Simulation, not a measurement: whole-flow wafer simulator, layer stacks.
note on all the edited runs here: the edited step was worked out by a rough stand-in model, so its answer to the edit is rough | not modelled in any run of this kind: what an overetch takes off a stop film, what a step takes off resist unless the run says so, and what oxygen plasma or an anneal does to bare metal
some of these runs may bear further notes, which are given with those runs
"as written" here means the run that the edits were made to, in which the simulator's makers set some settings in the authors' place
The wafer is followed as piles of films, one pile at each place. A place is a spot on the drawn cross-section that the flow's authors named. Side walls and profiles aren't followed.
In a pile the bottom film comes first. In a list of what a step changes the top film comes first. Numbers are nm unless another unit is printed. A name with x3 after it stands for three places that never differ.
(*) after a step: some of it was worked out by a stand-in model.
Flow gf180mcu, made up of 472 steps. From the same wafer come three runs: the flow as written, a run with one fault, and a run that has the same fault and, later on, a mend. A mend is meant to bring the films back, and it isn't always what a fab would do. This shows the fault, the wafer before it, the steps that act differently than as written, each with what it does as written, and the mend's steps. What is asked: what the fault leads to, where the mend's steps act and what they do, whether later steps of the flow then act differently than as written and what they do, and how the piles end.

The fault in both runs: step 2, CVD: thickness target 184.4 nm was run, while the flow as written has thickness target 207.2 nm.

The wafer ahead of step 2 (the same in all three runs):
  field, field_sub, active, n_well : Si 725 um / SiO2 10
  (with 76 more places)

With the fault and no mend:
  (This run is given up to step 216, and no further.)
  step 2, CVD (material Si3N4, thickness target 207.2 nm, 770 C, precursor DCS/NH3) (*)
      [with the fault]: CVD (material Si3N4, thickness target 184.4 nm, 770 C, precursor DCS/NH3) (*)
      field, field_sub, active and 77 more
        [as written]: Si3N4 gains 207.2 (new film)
        [with the fault]: Si3N4 gains 184.4 (new film)
  Steps later in the flow that act otherwise than as written (not shown: 48 more steps that differ only slightly, by at most 2% or 0.5 nm, whichever is larger):
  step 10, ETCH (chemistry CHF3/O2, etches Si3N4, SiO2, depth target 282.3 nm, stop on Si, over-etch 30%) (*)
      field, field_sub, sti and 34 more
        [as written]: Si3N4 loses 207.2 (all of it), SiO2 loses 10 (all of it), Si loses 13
        [with the fault]: Si3N4 loses 184.4 (all of it), SiO2 loses 10 (all of it), Si loses 17.6
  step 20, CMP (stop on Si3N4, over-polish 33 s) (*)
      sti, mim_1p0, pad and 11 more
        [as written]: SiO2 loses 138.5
        [with the fault]: SiO2 loses 161.3
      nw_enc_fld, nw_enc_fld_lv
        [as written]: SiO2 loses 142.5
        [with the fault]: SiO2 loses 165.3
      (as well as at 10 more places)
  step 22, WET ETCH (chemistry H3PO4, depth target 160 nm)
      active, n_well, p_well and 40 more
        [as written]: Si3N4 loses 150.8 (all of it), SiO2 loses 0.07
        [with the fault]: Si3N4 loses 128 (all of it), SiO2 loses 0.25
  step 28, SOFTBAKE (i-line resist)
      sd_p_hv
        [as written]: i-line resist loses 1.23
        [with the fault]: i-line resist gains 1.1
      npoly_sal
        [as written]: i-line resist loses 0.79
        [with the fault]: nothing
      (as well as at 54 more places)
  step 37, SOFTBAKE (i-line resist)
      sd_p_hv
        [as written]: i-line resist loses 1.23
        [with the fault]: i-line resist gains 1.1
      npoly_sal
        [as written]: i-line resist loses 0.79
        [with the fault]: nothing
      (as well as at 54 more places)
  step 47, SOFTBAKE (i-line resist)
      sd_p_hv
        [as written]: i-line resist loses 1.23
        [with the fault]: i-line resist gains 1.1
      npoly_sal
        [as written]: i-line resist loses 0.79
        [with the fault]: nothing
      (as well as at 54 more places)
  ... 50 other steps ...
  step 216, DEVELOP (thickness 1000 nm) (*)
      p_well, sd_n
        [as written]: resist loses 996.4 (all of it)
        [with the fault]: resist loses 973.4 (all of it)
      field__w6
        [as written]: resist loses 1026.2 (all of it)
        [with the fault]: resist loses 1065.5 (all of it)
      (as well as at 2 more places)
  After step 216, at field, field__w1, field__w2 and 65 more, the piles differ from the flow's by more than 2% or 0.5 nm, whichever is larger.
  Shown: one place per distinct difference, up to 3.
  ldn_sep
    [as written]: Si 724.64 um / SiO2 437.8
    [with the fault]: Si 724.64 um / SiO2 415.2
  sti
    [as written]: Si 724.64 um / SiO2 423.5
    [with the fault]: Si 724.64 um / SiO2 400.9
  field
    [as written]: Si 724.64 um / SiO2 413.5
    [with the fault]: Si 724.64 um / SiO2 390.9

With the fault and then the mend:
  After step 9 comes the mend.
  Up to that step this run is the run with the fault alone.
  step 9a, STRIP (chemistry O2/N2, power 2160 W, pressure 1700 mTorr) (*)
      active, n_well, p_well and 40 more
        KrF resist loses 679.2 (all of it)
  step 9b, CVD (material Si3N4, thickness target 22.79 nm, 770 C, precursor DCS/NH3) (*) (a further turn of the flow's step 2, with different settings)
      field, field_sub, active and 77 more
        Si3N4 gains 22.8
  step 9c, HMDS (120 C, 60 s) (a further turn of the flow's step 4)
      does not change any film at any place that is followed
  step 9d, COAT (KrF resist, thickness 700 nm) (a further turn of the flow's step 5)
      field, field_sub, active and 77 more
        KrF resist gains 700 (new film)
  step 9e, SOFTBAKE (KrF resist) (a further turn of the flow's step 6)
      does not change any film at any place that is followed
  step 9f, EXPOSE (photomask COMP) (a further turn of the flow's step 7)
      does not change any film at any place that is followed
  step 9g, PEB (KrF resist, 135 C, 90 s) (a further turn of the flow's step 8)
      field, field_sub, active and 77 more
        KrF resist loses 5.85
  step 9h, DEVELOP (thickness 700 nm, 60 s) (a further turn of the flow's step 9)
      active, n_well, p_well and 40 more
        KrF resist loses 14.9
      field, field_sub, sti and 34 more
        KrF resist loses 694.2 (all of it)
  Later steps of the flow that are run all act as written at every place that is followed, up to a difference of at most 2% or 0.5 nm, whichever is larger.
  By the end, the piles equal the flow's at every place that both follow.
